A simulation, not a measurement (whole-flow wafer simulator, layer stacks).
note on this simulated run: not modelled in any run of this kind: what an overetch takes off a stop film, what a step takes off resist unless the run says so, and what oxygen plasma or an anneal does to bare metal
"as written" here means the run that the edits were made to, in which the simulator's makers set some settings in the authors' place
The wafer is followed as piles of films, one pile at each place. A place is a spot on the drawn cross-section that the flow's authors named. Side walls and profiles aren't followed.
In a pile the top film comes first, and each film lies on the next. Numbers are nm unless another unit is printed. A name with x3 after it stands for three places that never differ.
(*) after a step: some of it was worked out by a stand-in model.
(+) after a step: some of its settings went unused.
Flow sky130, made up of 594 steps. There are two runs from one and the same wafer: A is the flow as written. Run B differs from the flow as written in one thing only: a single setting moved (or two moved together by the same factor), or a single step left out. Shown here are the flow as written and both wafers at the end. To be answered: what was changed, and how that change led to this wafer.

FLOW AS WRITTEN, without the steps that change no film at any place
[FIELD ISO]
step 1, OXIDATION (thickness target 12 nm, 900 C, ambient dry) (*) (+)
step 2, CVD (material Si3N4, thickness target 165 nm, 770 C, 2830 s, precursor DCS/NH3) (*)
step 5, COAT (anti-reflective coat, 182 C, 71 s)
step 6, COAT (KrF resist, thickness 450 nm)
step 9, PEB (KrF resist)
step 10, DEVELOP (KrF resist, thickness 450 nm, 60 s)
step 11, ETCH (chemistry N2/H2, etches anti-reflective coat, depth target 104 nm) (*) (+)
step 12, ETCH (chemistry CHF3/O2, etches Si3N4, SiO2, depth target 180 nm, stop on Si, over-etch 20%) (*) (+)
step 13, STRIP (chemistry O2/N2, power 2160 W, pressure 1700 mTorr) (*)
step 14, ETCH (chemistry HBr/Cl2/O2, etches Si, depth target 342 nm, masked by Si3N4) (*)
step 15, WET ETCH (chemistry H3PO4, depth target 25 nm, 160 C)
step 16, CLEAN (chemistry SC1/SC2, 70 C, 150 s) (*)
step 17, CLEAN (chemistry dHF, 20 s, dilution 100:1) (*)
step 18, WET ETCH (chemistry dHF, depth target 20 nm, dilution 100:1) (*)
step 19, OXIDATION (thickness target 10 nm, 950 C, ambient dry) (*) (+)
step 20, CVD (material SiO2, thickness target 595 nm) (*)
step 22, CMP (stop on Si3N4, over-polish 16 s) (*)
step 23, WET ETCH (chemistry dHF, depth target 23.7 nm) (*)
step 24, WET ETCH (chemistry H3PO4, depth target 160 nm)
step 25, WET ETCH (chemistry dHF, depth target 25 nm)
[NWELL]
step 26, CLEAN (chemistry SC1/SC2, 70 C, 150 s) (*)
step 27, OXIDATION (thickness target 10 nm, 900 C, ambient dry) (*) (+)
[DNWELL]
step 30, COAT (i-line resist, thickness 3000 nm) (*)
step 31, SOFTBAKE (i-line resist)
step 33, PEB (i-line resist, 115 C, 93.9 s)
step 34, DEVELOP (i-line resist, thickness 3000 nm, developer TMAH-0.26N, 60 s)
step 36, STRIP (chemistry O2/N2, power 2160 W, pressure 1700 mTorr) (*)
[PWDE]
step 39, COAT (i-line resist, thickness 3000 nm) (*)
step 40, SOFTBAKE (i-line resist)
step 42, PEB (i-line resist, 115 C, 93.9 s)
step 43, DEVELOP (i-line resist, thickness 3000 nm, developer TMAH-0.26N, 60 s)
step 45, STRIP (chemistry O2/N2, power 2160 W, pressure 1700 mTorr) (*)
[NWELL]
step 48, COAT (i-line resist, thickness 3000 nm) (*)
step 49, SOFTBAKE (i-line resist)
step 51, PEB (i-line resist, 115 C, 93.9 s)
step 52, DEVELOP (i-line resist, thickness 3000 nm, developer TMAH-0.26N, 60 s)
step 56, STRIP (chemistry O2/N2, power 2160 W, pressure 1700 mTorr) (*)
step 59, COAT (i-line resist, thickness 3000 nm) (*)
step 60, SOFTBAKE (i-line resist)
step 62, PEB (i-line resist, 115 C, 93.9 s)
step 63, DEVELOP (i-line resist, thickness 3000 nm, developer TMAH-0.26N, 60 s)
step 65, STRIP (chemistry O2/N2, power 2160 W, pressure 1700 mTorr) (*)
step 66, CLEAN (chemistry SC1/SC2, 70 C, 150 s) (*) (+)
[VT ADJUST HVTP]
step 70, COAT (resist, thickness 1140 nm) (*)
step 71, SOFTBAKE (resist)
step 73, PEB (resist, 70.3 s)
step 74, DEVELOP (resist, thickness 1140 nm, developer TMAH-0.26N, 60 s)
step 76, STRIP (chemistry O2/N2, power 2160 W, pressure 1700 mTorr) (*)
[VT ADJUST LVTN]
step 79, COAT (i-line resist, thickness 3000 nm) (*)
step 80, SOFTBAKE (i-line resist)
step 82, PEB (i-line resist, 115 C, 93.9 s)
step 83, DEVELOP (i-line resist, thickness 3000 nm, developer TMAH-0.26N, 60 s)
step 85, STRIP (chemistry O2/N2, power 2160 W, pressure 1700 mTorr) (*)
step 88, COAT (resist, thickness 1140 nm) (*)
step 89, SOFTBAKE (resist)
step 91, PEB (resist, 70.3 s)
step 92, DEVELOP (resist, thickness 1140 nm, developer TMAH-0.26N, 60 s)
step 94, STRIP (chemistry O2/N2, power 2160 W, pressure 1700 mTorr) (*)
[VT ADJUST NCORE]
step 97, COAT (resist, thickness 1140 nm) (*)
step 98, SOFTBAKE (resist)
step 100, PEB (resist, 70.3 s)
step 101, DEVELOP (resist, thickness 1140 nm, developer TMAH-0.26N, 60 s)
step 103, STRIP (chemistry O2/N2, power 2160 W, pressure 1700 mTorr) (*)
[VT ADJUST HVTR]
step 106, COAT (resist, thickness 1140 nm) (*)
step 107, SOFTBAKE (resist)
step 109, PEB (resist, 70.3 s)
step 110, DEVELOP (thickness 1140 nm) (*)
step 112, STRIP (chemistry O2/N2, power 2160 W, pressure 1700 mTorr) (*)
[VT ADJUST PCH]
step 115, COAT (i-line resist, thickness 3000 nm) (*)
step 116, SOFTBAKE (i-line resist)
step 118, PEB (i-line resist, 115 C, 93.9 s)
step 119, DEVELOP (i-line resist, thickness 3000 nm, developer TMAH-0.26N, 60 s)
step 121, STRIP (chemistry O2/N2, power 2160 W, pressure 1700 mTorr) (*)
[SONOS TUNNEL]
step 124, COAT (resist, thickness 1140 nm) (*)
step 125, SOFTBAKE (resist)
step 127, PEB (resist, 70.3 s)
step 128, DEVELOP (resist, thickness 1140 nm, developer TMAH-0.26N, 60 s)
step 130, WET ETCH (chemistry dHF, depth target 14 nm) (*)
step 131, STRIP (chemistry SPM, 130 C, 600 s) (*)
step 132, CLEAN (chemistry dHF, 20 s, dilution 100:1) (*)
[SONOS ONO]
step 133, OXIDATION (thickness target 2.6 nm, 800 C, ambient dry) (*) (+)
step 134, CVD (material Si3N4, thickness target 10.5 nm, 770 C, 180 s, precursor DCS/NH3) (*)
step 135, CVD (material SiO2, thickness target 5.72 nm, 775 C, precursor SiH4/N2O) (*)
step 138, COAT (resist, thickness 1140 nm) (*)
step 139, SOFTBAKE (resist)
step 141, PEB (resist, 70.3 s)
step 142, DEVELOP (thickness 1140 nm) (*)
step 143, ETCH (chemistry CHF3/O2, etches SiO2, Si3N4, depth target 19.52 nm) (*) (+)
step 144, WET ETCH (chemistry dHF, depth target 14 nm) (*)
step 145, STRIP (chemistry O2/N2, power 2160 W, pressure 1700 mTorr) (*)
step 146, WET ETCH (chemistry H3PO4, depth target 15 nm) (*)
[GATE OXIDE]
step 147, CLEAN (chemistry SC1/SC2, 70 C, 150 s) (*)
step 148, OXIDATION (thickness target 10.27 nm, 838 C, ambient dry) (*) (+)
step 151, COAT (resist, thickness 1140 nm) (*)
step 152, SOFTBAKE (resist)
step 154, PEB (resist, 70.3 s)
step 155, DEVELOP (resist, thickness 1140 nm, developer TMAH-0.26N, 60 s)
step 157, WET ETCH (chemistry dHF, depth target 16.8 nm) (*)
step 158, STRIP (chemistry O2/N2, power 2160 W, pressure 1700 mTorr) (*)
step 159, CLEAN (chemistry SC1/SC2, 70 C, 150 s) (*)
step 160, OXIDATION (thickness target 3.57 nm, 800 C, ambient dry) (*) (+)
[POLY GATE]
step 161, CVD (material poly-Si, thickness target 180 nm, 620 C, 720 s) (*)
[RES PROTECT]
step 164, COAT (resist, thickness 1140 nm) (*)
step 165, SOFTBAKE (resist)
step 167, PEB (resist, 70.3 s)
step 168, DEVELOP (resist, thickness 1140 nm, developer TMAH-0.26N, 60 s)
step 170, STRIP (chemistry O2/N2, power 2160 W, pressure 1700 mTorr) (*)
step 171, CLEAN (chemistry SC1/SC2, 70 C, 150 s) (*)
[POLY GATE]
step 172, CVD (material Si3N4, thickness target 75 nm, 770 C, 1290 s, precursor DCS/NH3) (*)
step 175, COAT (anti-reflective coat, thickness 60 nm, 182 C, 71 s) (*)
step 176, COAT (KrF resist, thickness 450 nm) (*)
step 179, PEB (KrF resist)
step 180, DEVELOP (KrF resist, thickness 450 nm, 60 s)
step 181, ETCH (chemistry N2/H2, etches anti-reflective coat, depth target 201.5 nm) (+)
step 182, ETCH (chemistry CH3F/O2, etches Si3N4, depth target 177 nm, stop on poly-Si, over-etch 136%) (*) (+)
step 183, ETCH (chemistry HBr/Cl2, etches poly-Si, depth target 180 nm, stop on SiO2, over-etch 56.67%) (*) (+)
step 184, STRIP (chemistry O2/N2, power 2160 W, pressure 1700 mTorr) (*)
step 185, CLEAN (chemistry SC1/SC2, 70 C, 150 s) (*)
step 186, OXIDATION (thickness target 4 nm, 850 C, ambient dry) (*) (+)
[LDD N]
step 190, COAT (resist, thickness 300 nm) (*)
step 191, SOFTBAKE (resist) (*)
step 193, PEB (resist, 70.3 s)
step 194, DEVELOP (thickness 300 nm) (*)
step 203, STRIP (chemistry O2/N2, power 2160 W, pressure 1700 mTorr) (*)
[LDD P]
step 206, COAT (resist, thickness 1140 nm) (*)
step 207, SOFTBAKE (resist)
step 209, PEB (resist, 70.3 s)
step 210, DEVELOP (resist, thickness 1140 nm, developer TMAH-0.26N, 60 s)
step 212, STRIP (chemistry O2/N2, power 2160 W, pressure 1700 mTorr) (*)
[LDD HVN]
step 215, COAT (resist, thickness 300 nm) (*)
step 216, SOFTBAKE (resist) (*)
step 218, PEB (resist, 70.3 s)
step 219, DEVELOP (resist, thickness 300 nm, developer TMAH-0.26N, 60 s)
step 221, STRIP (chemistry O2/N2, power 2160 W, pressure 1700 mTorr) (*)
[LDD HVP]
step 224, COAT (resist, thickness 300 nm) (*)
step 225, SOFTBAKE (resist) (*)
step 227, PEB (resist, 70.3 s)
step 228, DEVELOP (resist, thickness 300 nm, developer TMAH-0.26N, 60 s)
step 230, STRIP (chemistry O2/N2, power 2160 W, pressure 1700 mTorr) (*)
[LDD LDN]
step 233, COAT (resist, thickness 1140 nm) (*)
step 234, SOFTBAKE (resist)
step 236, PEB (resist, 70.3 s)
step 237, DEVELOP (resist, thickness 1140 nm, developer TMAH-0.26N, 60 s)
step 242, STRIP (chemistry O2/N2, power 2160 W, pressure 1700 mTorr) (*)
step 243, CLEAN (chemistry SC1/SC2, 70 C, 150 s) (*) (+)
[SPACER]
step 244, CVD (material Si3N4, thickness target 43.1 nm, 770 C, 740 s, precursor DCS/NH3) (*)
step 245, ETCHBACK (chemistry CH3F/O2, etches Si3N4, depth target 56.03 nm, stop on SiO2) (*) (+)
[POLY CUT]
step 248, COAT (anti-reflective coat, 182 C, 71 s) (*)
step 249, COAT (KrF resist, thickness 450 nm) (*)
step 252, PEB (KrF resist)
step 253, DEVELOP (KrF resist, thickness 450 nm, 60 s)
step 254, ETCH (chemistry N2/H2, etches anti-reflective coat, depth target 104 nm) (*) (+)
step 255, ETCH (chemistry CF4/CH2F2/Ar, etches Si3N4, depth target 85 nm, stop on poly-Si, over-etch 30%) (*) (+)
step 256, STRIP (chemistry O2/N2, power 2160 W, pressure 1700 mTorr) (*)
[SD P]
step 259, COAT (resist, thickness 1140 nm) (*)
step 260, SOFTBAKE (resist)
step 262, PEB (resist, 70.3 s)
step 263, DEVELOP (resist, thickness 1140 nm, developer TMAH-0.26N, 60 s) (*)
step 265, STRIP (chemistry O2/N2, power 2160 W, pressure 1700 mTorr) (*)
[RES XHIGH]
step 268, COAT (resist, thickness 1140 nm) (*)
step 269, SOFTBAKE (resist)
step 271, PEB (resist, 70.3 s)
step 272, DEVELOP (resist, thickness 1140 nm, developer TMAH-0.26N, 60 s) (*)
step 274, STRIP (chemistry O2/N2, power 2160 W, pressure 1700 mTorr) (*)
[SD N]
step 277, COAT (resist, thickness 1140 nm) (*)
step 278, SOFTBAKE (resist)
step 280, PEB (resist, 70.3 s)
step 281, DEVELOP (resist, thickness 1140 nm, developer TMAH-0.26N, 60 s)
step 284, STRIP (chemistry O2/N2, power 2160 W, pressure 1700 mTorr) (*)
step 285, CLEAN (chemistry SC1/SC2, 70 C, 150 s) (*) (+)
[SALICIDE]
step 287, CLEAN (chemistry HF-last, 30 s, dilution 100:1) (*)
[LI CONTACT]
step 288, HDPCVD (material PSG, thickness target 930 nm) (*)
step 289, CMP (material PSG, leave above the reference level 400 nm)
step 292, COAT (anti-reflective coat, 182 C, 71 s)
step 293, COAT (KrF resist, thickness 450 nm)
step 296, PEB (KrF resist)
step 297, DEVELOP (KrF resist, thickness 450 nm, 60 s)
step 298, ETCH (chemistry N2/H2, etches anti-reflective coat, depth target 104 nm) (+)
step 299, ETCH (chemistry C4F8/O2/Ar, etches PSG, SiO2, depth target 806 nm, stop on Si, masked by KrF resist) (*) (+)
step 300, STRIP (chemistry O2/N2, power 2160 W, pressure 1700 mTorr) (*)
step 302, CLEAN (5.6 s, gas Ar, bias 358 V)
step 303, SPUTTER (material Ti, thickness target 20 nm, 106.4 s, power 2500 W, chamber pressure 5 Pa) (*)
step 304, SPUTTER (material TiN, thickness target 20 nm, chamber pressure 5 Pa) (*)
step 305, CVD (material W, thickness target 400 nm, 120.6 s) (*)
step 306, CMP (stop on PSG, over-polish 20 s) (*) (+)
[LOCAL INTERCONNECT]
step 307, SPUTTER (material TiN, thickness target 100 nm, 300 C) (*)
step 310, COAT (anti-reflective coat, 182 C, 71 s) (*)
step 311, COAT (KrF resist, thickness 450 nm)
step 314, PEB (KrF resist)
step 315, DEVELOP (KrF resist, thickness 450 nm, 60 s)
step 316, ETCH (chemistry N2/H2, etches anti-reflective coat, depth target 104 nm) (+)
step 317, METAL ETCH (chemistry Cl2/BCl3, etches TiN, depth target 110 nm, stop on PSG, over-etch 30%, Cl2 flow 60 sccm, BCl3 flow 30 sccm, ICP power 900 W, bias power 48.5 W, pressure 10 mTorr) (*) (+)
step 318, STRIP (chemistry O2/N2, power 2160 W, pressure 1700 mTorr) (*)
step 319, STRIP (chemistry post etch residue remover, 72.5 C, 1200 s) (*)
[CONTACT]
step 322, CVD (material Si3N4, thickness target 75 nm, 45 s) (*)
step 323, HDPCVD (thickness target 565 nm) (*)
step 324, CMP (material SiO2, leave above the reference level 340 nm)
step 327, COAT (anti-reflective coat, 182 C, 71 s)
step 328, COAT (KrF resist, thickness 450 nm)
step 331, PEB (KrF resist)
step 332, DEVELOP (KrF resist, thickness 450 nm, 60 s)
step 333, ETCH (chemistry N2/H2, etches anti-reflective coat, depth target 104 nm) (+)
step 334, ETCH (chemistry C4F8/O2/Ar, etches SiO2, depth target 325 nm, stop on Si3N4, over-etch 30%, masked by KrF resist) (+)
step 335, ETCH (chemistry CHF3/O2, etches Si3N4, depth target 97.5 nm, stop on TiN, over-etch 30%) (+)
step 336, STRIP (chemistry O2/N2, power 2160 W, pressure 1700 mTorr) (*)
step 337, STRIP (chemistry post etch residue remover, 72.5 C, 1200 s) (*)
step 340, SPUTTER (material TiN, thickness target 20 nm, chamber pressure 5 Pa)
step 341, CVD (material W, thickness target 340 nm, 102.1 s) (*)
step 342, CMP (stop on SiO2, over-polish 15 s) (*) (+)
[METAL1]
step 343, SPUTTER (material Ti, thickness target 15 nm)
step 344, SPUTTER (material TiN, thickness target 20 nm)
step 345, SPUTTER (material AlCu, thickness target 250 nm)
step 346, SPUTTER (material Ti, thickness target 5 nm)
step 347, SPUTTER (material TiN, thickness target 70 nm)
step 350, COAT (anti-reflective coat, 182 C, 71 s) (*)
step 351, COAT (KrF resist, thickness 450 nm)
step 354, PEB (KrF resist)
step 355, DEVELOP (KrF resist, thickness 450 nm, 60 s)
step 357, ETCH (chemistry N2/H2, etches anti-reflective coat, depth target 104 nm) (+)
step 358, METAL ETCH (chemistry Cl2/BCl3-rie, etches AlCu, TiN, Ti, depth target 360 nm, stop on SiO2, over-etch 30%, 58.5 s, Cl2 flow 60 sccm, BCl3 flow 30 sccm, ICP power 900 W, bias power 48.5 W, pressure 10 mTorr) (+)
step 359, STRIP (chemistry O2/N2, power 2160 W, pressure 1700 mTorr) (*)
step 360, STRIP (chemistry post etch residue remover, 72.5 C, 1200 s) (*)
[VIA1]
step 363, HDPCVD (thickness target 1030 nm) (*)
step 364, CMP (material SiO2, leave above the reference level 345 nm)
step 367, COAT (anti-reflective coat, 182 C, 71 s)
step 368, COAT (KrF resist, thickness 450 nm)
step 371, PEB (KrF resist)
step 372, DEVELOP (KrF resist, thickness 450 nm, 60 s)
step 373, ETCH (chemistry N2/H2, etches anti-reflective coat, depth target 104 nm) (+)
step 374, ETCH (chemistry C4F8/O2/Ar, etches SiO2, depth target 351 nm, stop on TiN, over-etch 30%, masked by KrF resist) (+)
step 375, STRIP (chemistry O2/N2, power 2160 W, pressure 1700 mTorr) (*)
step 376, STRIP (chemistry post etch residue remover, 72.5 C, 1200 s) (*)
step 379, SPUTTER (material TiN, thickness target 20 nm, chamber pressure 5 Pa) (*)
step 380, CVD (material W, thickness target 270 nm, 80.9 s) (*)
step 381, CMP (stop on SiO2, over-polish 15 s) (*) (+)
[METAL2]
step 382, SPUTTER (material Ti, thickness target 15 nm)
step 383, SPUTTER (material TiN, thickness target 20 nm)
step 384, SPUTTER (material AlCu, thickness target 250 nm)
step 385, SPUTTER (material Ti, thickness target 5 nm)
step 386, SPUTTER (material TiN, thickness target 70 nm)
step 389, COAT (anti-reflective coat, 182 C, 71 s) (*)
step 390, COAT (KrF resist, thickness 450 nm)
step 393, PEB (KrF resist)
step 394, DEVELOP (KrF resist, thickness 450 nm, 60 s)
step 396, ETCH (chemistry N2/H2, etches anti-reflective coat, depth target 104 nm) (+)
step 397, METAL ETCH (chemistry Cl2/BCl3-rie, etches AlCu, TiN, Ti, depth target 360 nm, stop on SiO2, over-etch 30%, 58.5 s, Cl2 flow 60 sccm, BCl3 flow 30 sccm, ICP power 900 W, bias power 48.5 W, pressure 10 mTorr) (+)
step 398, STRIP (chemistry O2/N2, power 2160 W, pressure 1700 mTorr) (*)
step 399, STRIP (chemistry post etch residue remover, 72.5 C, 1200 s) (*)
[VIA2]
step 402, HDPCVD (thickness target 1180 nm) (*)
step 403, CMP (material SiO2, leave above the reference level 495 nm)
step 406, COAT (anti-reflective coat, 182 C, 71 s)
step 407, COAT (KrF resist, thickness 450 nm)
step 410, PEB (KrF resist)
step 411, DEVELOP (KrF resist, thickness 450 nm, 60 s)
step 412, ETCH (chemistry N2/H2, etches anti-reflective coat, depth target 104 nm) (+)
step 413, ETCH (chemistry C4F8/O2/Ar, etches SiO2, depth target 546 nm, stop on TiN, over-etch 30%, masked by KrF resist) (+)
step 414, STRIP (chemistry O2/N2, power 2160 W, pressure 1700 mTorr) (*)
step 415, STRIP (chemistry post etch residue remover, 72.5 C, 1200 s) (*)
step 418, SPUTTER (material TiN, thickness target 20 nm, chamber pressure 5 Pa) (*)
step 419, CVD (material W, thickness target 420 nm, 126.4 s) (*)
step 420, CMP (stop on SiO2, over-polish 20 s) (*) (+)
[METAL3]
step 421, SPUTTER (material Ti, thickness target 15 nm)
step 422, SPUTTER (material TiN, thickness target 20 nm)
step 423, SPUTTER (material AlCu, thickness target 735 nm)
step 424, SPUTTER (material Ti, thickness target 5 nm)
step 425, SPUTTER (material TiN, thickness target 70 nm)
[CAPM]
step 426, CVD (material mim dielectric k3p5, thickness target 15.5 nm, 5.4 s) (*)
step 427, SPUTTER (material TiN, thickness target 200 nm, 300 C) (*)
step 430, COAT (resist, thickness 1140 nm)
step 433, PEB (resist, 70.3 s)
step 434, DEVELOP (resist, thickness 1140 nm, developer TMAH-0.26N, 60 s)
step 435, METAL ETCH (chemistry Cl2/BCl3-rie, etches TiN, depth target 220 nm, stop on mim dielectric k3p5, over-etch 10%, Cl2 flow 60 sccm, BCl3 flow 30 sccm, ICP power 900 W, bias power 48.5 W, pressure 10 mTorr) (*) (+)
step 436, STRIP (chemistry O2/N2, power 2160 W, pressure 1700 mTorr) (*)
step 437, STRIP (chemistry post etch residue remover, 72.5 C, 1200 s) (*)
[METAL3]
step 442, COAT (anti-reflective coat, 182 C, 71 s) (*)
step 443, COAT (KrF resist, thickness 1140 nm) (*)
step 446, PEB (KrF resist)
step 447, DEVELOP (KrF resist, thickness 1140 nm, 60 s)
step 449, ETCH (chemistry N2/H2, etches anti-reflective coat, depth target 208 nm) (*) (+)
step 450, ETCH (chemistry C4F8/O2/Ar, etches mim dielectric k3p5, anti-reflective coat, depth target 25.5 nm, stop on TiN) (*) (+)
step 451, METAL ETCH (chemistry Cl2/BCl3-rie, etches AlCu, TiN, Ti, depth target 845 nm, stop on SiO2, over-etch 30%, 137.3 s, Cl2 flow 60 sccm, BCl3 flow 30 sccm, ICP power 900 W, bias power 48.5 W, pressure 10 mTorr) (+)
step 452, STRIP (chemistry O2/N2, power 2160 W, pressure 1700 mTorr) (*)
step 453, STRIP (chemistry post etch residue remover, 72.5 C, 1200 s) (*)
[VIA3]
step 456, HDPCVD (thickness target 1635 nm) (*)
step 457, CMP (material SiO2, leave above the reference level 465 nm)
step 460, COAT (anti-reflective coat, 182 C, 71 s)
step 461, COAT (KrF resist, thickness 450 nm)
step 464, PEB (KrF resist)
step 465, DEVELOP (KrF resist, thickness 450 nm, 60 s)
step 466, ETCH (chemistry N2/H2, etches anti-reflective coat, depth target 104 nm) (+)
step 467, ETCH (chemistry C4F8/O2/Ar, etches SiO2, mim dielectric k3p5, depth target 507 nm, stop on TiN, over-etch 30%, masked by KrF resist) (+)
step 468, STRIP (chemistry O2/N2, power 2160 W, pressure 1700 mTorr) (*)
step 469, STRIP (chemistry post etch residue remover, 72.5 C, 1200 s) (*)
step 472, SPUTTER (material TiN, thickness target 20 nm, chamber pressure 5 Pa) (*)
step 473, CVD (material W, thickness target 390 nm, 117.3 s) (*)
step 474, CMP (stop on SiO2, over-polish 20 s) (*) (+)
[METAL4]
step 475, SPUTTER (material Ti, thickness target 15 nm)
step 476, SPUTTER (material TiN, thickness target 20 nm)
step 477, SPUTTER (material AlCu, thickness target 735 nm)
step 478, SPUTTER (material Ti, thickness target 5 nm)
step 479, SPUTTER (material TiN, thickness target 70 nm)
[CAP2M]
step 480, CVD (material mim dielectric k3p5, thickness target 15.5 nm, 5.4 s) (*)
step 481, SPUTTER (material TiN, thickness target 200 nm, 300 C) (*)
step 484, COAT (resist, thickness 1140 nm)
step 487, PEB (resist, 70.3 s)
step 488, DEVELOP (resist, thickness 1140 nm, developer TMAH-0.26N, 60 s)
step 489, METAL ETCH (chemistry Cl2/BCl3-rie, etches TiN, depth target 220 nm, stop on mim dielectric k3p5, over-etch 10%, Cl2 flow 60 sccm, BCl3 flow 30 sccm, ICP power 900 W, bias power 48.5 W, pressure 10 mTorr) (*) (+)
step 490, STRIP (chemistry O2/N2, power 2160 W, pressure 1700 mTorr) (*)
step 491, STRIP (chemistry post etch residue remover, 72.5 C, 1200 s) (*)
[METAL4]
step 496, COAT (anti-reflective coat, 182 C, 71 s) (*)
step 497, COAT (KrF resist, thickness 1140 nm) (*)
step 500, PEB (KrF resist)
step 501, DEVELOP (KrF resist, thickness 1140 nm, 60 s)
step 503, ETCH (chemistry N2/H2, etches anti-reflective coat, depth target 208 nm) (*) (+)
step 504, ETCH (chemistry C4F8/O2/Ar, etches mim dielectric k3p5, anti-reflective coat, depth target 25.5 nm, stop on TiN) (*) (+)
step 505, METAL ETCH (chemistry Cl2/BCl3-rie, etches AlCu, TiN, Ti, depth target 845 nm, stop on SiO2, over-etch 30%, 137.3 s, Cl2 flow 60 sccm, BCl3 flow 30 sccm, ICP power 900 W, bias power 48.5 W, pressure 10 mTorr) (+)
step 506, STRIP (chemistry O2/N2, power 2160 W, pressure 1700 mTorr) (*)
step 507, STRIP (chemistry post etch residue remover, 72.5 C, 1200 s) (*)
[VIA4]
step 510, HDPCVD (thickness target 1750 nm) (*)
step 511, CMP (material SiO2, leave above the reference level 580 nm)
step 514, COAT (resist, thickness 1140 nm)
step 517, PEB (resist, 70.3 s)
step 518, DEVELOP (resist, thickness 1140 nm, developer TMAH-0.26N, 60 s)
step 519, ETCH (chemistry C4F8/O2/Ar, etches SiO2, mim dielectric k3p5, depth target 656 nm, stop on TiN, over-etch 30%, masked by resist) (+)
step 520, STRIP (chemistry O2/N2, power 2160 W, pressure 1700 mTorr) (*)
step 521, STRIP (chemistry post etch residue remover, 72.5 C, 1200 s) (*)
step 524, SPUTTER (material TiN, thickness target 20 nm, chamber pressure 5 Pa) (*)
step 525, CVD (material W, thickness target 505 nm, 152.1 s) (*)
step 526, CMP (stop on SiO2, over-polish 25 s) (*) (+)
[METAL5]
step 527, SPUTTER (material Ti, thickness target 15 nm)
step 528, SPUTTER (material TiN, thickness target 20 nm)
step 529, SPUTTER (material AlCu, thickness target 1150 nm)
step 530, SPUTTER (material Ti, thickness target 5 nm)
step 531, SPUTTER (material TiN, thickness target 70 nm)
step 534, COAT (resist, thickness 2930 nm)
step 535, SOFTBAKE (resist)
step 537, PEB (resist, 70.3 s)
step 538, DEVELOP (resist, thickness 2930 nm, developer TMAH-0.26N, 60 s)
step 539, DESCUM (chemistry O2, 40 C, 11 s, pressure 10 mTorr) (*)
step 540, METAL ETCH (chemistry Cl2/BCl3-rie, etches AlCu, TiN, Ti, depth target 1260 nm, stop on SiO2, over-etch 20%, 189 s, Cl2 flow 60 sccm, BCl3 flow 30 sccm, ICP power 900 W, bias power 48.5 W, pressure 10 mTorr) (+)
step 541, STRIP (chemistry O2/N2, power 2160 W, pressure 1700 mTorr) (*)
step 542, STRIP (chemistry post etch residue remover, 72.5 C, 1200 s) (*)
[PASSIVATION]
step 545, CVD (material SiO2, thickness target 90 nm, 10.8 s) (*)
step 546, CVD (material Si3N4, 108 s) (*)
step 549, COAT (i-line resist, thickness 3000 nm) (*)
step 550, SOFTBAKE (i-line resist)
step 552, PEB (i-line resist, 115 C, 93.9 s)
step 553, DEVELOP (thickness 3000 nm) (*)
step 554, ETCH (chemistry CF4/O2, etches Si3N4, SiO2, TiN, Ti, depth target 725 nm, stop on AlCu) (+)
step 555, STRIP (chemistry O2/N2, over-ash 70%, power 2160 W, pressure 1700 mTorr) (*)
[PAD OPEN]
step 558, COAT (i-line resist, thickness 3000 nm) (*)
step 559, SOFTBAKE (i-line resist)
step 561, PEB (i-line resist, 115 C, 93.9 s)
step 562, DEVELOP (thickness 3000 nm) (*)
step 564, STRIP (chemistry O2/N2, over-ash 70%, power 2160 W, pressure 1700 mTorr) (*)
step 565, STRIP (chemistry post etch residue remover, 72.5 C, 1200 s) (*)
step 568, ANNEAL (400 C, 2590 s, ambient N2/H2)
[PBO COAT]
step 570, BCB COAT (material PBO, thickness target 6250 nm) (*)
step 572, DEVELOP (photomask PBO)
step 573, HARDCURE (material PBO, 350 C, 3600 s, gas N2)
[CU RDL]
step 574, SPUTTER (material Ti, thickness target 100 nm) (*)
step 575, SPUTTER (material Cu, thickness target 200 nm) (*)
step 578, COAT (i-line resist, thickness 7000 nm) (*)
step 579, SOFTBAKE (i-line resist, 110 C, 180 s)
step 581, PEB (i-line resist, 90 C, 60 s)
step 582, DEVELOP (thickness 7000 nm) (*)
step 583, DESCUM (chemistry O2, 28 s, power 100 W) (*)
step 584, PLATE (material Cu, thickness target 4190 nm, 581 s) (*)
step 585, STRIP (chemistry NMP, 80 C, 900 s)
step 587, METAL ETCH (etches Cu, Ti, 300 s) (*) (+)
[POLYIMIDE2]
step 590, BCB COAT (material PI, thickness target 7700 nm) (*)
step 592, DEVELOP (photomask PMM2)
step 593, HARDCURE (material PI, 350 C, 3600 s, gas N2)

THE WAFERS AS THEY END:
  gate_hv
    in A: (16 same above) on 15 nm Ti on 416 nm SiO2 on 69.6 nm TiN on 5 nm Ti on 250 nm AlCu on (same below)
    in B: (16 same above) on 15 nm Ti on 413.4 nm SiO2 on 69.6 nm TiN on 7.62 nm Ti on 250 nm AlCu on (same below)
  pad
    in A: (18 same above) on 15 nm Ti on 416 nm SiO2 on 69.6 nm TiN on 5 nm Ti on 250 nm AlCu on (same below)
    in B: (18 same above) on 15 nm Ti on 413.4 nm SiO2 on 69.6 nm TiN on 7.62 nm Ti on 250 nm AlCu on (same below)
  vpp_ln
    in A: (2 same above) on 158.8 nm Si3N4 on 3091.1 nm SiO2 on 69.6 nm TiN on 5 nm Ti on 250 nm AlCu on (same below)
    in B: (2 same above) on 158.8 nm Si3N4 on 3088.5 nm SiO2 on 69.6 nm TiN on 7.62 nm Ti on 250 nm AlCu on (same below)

Cause: step 385, SPUTTER: thickness target 7.62 nm was run, whereas the flow has thickness target 5 nm.
The wafer itself shows it: gate_hv has Ti 7.62, and step 385 as written asks for 5 nm.

Step by step, how the change led to this:
  step 385, SPUTTER (material Ti, thickness target 5 nm)
      field, active, n_well and 188 more: A Ti gains 5 (new film) | B Ti gains 7.62 (new film)
  step 397, METAL ETCH (chemistry Cl2/BCl3-rie, etches AlCu, TiN, Ti, depth target 360 nm, stop on SiO2, over-etch 30%, 58.5 s, Cl2 flow 60 sccm, BCl3 flow 30 sccm, ICP power 900 W, bias power 48.5 W, pressure 10 mTorr) (+)
      field, active, gate and 82 more: A TiN loses 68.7 (all of it), Ti loses 5 (all of it), AlCu loses 250 (all of it), TiN loses 20 (all of it), Ti loses 15 (all of it), SiO2 loses 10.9 | B TiN loses 68.7 (all of it), Ti loses 7.62 (all of it), AlCu loses 250 (all of it), TiN loses 20 (all of it), Ti loses 15 (all of it), SiO2 loses 10.7
